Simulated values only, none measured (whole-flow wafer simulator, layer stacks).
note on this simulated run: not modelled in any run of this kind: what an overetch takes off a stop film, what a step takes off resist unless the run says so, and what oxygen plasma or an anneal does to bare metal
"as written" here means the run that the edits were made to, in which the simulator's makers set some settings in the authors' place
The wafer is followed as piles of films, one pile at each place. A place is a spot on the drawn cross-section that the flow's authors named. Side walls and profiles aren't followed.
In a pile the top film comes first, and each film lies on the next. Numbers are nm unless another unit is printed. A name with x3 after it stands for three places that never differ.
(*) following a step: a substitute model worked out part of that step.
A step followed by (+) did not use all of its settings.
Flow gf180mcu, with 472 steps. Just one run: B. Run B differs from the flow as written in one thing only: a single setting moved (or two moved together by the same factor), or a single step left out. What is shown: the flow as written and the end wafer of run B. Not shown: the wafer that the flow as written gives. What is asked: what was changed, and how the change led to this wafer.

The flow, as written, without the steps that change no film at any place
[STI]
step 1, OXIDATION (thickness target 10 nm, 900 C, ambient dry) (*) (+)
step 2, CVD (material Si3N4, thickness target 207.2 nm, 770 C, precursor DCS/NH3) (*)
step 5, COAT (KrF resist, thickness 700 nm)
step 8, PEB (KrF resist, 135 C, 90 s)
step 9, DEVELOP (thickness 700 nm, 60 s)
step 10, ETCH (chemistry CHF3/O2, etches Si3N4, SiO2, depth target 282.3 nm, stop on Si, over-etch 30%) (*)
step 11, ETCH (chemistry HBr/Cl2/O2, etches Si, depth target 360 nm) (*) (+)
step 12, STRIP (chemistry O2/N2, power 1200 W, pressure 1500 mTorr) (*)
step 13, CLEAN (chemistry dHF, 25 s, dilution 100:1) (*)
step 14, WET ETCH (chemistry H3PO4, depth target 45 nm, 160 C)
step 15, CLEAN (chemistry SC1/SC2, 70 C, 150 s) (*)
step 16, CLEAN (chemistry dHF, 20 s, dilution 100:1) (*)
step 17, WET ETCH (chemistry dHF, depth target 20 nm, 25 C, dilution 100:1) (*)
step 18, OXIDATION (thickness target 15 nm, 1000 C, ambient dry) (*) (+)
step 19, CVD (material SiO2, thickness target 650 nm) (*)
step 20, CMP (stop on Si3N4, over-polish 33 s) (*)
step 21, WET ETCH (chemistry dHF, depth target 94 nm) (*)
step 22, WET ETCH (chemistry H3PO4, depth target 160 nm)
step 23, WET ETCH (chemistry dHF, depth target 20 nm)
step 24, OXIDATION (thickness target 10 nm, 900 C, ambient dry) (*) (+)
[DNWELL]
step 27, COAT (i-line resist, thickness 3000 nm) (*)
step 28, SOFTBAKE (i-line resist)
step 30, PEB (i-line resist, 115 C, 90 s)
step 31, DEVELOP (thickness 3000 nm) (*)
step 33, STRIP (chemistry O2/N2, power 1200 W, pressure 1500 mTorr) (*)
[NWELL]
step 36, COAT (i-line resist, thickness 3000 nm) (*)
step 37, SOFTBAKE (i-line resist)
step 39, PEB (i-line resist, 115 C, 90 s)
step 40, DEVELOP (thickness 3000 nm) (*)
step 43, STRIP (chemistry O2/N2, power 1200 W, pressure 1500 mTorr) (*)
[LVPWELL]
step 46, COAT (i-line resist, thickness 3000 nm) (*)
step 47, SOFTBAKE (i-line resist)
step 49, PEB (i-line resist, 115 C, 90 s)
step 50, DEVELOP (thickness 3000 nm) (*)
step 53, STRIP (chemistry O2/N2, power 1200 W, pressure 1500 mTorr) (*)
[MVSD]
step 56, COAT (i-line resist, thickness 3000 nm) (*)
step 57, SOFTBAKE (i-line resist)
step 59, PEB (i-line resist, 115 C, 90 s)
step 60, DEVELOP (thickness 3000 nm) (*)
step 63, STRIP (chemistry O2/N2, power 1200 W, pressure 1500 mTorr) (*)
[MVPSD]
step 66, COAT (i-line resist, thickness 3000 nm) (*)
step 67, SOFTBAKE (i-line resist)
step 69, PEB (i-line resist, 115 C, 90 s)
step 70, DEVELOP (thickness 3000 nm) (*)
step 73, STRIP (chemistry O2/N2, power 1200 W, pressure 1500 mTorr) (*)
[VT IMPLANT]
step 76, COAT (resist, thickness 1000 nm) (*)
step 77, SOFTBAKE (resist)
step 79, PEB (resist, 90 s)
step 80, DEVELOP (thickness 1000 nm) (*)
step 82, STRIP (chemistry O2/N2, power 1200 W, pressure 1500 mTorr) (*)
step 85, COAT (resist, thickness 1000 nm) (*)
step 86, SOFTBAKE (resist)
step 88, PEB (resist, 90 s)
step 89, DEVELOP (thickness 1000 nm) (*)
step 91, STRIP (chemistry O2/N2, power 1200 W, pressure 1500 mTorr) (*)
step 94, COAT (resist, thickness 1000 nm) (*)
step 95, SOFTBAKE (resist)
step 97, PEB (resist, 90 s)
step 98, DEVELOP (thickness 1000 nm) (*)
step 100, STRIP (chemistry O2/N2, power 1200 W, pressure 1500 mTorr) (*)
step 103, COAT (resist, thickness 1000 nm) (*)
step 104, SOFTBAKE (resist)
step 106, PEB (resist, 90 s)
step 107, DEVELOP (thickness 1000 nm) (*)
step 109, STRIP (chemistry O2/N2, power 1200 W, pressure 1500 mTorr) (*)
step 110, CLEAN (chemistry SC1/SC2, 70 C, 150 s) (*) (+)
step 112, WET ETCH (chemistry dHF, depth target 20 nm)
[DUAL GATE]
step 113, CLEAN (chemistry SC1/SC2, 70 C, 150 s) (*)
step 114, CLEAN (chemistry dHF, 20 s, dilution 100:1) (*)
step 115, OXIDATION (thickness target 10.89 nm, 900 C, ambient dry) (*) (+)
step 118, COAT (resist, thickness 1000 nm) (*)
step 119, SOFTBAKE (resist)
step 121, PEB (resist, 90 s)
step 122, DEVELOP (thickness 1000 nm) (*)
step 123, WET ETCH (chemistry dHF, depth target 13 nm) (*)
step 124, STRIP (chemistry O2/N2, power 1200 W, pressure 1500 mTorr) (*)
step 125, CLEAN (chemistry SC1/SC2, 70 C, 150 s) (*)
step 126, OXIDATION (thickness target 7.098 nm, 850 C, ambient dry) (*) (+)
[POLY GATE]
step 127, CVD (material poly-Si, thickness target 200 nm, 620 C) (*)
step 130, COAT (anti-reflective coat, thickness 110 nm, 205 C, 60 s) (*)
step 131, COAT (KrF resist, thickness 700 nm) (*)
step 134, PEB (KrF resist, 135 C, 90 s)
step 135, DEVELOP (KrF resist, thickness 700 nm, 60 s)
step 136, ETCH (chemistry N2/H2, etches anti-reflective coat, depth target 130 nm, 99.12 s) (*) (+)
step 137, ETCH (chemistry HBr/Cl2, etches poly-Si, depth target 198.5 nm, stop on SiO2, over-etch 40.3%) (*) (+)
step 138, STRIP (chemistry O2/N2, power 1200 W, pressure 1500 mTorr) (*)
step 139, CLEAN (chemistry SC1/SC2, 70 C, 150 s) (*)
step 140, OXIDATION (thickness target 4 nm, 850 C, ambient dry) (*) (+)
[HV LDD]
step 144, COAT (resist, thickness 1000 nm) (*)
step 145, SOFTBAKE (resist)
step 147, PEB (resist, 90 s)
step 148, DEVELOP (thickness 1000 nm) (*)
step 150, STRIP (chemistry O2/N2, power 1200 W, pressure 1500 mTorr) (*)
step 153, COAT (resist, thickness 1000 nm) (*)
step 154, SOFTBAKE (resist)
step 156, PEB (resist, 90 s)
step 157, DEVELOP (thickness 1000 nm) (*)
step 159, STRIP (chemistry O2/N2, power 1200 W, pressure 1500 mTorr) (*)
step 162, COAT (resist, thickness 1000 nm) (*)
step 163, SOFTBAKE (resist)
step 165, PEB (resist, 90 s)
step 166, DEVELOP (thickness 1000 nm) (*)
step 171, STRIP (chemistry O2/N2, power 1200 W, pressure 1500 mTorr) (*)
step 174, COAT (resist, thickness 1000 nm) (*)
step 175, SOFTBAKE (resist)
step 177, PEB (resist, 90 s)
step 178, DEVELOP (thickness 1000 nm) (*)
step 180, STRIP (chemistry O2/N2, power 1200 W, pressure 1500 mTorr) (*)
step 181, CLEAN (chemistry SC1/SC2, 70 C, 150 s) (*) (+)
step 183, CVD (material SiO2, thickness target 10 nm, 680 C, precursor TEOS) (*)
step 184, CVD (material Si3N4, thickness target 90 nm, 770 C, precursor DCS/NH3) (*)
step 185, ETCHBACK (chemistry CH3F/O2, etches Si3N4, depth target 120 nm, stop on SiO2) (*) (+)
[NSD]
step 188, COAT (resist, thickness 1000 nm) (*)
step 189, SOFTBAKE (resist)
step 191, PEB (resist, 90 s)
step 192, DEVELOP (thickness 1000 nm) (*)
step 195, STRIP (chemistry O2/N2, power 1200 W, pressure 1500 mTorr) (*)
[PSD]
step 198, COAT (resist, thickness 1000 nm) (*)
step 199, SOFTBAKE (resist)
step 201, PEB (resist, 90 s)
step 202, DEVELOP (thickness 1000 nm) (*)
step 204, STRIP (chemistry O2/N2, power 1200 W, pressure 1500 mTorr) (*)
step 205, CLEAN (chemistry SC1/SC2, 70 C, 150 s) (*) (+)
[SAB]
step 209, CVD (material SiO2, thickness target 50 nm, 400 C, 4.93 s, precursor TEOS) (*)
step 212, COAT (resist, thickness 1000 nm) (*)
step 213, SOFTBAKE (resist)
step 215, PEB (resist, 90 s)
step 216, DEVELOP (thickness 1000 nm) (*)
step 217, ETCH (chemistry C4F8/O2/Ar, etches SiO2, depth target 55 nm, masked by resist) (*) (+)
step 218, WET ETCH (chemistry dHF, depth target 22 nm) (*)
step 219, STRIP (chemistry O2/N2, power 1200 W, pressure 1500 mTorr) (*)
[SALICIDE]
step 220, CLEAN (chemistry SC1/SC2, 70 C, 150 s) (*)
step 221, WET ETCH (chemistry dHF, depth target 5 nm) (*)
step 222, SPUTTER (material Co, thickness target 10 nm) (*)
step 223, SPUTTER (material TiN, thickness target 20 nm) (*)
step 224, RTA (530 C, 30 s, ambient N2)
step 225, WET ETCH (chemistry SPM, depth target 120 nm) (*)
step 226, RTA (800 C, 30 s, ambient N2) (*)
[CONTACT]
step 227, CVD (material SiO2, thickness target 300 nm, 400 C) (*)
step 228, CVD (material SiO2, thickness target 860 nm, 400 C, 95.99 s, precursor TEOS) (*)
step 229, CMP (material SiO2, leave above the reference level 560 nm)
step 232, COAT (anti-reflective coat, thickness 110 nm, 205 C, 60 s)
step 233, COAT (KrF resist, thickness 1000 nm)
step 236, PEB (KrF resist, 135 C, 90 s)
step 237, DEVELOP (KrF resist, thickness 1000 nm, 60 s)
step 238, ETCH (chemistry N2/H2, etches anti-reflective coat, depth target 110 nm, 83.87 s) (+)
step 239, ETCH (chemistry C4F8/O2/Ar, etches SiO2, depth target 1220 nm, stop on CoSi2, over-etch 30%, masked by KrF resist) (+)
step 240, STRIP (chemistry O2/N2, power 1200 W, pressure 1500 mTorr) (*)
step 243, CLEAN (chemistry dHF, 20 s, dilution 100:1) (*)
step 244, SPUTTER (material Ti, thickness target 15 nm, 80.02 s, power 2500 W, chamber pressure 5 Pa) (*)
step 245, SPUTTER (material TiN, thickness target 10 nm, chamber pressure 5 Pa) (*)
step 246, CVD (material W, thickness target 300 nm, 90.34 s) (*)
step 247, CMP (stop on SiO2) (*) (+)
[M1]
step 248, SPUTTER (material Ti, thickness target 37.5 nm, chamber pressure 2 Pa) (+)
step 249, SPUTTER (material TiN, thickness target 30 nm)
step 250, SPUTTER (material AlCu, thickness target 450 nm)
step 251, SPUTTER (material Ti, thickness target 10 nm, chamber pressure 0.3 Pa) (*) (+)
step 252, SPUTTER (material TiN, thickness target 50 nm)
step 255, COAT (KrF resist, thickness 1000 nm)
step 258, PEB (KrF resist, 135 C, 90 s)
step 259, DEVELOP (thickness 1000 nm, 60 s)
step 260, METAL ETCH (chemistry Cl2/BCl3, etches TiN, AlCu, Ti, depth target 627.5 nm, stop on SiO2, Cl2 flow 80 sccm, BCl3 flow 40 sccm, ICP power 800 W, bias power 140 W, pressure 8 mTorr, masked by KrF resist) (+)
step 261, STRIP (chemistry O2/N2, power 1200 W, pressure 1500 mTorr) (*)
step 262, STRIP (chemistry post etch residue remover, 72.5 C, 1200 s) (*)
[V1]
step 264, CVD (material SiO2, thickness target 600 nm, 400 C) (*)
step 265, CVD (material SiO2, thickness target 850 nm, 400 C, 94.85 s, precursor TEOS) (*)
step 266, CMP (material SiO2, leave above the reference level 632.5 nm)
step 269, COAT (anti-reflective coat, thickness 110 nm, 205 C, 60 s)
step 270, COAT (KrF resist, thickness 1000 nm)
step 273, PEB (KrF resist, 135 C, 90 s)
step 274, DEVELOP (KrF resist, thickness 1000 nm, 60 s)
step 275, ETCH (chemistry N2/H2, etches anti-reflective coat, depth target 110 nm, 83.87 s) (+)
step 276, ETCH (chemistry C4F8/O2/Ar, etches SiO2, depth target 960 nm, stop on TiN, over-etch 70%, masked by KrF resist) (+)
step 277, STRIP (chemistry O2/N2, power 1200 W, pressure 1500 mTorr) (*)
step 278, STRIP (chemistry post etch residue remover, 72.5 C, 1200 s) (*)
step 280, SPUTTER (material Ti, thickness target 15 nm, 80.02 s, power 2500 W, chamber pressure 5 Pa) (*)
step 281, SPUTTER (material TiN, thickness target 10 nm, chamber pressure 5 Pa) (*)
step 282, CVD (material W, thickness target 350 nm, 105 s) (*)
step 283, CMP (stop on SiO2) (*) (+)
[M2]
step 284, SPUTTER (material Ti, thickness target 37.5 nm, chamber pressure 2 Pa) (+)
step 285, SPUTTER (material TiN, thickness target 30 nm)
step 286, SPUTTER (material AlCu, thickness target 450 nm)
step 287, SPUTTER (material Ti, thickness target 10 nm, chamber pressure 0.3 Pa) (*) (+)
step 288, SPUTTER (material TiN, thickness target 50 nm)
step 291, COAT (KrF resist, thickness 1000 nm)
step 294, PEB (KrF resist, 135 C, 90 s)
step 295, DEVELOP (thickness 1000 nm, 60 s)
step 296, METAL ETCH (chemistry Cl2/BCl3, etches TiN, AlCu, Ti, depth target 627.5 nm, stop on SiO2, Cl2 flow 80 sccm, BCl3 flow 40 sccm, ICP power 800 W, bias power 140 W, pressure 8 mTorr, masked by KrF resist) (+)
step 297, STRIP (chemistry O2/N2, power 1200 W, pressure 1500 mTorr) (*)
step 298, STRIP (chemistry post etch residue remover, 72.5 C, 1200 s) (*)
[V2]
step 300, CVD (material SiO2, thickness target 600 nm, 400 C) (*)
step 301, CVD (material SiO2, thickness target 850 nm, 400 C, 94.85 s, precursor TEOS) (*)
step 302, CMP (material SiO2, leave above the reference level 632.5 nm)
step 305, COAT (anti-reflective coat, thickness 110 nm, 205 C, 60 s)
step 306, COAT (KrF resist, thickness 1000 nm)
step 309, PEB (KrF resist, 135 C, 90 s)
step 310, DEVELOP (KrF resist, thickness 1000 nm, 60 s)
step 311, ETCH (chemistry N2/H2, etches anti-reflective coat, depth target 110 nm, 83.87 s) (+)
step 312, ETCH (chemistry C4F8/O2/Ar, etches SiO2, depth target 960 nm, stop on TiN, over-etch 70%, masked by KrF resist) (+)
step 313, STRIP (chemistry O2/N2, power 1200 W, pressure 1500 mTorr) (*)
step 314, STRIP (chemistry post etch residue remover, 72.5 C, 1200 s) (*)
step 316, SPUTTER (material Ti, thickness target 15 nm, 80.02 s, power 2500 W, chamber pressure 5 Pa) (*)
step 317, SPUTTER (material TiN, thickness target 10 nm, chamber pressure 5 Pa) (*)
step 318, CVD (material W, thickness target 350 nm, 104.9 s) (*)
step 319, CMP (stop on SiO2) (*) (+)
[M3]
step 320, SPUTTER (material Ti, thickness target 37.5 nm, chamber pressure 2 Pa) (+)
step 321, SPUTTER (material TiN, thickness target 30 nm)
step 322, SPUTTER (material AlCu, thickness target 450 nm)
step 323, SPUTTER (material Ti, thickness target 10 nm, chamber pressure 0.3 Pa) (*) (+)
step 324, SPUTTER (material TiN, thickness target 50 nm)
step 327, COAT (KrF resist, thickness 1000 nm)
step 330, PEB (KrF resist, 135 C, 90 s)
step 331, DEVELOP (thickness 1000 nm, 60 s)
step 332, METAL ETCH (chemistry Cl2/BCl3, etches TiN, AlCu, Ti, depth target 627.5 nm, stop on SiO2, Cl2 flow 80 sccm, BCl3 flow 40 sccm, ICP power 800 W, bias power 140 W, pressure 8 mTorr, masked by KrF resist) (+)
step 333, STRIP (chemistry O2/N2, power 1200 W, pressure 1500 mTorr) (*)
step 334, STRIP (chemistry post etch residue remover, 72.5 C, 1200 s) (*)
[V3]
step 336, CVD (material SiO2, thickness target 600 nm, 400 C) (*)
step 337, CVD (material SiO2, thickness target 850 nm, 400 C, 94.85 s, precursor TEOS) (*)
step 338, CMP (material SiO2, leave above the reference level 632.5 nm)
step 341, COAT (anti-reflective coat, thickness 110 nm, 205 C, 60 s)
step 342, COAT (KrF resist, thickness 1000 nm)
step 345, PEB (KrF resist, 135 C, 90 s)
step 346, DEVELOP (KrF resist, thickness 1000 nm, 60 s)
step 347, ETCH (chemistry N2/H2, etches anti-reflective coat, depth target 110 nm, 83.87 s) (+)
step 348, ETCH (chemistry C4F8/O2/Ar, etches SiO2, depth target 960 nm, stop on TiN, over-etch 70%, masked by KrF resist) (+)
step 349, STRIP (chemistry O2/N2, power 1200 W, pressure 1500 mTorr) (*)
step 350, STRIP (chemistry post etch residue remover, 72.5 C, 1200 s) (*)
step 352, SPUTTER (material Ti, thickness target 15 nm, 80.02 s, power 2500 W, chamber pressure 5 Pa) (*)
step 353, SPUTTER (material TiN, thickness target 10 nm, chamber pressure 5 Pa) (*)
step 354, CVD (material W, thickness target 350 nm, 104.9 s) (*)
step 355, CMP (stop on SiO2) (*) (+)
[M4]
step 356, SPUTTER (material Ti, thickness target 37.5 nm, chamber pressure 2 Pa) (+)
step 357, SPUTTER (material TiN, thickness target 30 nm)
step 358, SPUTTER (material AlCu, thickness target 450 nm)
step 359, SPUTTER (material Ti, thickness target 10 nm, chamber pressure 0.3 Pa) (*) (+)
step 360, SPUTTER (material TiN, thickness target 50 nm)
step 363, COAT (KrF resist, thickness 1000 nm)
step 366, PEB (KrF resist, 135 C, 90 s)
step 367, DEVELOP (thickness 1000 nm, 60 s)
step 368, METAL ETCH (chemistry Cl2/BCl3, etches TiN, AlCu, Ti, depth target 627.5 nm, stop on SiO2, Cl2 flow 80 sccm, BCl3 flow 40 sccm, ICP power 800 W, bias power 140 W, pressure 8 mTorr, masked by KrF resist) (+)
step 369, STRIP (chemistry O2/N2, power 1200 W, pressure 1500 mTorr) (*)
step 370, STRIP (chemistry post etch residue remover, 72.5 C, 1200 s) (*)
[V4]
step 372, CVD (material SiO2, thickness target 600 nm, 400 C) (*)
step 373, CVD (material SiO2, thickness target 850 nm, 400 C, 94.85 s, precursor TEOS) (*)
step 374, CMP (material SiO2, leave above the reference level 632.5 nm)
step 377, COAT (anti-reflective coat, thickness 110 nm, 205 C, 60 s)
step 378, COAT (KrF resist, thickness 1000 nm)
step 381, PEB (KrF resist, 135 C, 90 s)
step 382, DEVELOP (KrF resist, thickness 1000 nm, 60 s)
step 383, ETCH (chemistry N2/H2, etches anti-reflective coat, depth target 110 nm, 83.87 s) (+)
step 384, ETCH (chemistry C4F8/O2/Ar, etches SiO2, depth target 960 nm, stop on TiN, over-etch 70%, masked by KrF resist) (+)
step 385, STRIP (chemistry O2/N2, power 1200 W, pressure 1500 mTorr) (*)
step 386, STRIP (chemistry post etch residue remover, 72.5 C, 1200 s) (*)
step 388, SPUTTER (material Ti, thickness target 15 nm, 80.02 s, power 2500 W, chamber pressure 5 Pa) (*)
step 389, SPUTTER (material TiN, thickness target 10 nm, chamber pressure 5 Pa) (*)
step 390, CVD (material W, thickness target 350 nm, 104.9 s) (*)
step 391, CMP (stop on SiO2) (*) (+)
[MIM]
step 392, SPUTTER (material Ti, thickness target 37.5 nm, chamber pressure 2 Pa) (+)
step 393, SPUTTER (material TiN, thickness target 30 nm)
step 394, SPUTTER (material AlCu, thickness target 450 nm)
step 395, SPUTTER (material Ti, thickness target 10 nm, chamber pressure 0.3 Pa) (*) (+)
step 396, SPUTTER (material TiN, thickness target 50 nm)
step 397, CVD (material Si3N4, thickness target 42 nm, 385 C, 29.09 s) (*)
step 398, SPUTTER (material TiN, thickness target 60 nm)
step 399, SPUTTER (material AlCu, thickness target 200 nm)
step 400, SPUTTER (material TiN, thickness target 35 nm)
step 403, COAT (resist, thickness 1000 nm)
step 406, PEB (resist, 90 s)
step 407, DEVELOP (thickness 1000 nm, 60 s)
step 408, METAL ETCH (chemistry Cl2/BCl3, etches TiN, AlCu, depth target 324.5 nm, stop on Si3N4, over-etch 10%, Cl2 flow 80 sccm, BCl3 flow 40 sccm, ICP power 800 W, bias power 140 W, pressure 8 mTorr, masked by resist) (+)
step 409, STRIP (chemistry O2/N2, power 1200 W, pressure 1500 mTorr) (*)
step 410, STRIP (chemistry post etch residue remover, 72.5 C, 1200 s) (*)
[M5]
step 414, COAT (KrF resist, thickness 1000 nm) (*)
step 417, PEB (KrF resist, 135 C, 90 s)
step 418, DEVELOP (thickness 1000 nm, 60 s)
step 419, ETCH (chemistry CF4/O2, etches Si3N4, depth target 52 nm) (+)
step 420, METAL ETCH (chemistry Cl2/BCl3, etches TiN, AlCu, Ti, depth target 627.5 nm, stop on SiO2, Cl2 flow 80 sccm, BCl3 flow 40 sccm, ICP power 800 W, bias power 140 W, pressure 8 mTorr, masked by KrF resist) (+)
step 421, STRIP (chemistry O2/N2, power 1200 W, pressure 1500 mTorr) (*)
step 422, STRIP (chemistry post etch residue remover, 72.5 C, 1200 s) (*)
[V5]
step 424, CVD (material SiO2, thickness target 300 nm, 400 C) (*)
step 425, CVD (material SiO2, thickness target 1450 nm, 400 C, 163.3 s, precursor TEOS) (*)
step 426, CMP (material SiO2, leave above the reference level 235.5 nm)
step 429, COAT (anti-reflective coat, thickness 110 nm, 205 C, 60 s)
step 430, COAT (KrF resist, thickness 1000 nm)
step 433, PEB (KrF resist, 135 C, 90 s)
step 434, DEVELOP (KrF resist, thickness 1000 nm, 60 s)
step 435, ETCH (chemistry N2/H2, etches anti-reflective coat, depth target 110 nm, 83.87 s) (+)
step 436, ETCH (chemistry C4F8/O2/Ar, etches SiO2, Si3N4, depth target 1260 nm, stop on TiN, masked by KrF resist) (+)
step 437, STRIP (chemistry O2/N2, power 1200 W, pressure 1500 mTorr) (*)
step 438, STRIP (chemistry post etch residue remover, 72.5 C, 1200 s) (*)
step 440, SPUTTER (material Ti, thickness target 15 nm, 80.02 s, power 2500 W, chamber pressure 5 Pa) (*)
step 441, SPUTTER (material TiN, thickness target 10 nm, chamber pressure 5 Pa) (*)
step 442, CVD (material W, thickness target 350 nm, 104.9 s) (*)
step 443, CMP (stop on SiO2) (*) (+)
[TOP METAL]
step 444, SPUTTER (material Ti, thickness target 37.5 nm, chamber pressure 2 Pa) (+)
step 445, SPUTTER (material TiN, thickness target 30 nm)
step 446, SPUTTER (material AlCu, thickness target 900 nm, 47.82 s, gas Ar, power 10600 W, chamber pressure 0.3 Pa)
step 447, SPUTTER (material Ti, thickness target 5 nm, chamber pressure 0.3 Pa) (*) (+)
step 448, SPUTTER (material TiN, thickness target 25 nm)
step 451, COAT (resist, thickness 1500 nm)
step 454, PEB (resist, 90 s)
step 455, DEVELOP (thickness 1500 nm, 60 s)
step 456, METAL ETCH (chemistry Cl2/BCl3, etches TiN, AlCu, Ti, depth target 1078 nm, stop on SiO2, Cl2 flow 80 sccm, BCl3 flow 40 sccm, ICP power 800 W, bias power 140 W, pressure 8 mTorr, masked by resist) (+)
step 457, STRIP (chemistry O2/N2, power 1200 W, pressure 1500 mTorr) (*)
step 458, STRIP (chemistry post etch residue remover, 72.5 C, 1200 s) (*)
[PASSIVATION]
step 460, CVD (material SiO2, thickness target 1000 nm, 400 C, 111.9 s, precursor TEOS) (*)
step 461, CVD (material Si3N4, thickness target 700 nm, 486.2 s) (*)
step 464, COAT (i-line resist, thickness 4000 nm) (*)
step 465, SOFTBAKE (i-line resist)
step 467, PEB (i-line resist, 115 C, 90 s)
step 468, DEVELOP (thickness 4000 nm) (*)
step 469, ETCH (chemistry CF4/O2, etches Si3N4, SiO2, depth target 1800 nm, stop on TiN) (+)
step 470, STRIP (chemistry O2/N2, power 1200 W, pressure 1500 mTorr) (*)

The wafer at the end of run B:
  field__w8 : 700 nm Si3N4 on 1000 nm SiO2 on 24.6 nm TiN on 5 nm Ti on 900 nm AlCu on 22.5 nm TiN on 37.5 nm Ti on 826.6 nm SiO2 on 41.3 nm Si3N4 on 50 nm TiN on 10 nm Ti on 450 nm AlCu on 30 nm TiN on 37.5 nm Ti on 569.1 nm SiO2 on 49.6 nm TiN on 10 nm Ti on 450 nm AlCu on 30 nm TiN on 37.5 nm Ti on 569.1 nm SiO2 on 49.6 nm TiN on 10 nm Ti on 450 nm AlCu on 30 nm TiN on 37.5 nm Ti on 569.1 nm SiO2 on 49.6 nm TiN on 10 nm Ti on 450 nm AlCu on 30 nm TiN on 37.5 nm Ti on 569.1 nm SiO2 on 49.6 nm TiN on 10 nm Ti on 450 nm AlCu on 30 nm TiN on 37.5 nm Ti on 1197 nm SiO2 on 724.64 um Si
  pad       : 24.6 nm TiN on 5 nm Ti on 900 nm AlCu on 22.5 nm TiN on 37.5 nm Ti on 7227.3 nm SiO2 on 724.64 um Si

What caused this: step 445, SPUTTER: thickness target 22.5 nm was run, whereas the flow has thickness target 30 nm.
The wafer lets one read it off: field__w8 has TiN 22.5, and step 445 as written asks for 30 nm.

Step by step, how the change led to this:
  step 445, SPUTTER (material TiN, thickness target 30 nm)
      field, field__w1, field__w2 and 109 more: +22.5 TiN (new film) (in the flow as written it would be: +30 TiN (new film))
  step 456, METAL ETCH (chemistry Cl2/BCl3, etches TiN, AlCu, Ti, depth target 1078 nm, stop on SiO2, Cl2 flow 80 sccm, BCl3 flow 40 sccm, ICP power 800 W, bias power 140 W, pressure 8 mTorr, masked by resist) (+)
      field, field__w1, field__w2 and 103 more: -25 TiN (all of it), -5 Ti (all of it), -900 AlCu (all of it), -22.5 TiN (all of it), -37.5 Ti (all of it) (in the flow as written it would be: -25 TiN (all of it), -5 Ti (all of it), -900 AlCu (all of it), -30 TiN (all of it), -37.5 Ti (all of it))
